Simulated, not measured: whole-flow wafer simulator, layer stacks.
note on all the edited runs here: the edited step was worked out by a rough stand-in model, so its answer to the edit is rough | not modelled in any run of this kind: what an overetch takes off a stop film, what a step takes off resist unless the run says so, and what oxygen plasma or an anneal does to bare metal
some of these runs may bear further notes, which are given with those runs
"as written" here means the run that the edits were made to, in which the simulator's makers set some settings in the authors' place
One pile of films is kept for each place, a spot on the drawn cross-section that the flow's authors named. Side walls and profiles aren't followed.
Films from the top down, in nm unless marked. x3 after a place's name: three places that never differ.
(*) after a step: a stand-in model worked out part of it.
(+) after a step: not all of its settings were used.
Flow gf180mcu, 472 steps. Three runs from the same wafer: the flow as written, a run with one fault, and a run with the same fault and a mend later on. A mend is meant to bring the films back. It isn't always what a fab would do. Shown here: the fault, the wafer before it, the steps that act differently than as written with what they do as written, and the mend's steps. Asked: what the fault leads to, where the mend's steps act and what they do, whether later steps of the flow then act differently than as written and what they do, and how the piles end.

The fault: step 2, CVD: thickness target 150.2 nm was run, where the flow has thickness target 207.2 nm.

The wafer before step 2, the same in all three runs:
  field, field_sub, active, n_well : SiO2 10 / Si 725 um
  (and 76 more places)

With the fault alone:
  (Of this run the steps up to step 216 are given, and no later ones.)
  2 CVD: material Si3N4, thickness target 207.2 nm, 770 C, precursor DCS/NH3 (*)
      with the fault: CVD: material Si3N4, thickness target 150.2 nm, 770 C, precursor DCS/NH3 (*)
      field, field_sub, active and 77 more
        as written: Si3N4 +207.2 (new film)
        with the fault: Si3N4 +150.2 (new film)
  Later steps of the flow that act differently than as written (30 more steps differ only slightly, by at most 2% or 0.5 nm, whichever is larger, and aren't shown):
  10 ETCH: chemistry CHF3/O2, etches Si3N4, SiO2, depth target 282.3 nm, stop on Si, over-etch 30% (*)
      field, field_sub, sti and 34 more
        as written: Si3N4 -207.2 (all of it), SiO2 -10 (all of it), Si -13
        with the fault: Si3N4 -150.2 (all of it), SiO2 -10 (all of it), Si -24.4
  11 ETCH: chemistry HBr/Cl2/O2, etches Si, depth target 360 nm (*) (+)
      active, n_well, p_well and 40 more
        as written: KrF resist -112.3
        with the fault: KrF resist -108.5
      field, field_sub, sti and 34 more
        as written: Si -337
        with the fault: Si -325.6
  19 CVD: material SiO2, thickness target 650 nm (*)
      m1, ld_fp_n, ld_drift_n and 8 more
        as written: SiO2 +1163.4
        with the fault: SiO2 +1106.4
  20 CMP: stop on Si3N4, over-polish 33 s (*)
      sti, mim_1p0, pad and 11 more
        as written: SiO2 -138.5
        with the fault: SiO2 -195.4
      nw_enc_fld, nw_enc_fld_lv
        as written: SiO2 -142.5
        with the fault: SiO2 -199.5
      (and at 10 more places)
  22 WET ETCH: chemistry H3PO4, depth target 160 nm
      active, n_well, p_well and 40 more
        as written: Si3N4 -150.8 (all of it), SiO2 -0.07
        with the fault: Si3N4 -93.8 (all of it), SiO2 -0.52
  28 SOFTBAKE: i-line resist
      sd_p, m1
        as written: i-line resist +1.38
        with the fault: i-line resist -0.78
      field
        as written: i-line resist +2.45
        with the fault: i-line resist -1.64
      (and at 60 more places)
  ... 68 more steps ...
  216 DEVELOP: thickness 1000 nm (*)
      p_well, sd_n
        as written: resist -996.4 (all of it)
        with the fault: resist -940.4 (all of it)
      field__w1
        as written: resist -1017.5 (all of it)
        with the fault: resist -1044.1 (all of it)
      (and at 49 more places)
  After step 216 the piles differ from the flow's by more than 2% or 0.5 nm, whichever is larger, at field, field__w1, field__w2 and 68 more.
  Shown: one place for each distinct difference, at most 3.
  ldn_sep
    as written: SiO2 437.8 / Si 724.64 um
    with the fault: SiO2 381.2 / Si 724.64 um
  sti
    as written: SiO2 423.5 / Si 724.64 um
    with the fault: SiO2 367 / Si 724.64 um
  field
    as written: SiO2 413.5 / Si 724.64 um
    with the fault: SiO2 357 / Si 724.64 um

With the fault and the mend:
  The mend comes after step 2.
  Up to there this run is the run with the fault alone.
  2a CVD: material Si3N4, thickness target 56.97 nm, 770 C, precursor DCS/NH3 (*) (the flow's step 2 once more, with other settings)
      field, field_sub, active and 77 more
        Si3N4 +57
  No later step of the flow acts differently than as written at any place that is followed.
  At the end the piles are the same as the flow's at every place that both follow.
